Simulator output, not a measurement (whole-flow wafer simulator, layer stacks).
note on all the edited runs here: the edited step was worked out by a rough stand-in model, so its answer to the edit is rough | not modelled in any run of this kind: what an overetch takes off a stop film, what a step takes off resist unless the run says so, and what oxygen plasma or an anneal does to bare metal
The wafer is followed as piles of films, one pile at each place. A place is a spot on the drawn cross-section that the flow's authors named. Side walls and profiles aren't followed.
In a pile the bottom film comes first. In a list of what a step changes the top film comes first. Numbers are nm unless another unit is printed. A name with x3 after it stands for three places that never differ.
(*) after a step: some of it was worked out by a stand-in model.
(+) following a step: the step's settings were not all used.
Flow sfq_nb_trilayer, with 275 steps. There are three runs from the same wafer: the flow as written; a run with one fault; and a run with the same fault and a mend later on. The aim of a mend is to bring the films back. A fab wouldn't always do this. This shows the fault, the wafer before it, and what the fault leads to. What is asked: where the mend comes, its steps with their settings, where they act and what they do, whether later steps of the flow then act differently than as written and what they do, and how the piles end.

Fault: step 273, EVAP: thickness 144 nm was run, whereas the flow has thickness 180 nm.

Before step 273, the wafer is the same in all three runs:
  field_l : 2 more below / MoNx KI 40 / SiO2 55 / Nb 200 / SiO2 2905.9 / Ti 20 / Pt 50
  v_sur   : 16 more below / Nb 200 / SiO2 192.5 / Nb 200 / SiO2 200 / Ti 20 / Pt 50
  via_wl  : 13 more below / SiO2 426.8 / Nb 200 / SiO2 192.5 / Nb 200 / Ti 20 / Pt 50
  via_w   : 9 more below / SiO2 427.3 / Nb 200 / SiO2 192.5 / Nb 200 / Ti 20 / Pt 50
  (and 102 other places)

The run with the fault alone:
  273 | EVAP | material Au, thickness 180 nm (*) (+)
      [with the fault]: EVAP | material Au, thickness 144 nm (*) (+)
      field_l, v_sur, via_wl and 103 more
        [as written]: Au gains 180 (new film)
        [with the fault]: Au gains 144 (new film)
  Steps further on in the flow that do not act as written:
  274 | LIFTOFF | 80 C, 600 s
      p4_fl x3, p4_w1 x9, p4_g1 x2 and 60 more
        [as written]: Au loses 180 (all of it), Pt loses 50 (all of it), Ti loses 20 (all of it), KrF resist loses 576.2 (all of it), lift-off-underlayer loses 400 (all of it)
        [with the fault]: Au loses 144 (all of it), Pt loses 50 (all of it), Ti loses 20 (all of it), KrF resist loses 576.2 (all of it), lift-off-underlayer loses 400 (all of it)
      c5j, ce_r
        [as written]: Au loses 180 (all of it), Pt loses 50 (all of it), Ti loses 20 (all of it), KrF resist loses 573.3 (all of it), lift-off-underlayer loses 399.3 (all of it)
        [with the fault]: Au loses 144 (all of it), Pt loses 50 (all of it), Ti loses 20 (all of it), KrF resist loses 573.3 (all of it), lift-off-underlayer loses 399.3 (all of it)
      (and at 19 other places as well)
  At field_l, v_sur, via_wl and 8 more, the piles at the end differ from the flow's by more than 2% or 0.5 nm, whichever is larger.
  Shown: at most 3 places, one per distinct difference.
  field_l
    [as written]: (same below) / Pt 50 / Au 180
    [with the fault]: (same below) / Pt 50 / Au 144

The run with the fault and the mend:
  The mend stands after step 273.
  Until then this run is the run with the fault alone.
  273a | EVAP | material Au, thickness 36 nm (*) (+) (a further turn of the flow's step 273, with different settings)
      field_l, v_sur, via_wl and 103 more
        Au gains 36
  Later steps of the flow that are run all act as written at every place that is followed.
  By the end, the piles equal the flow's at every place that both follow.
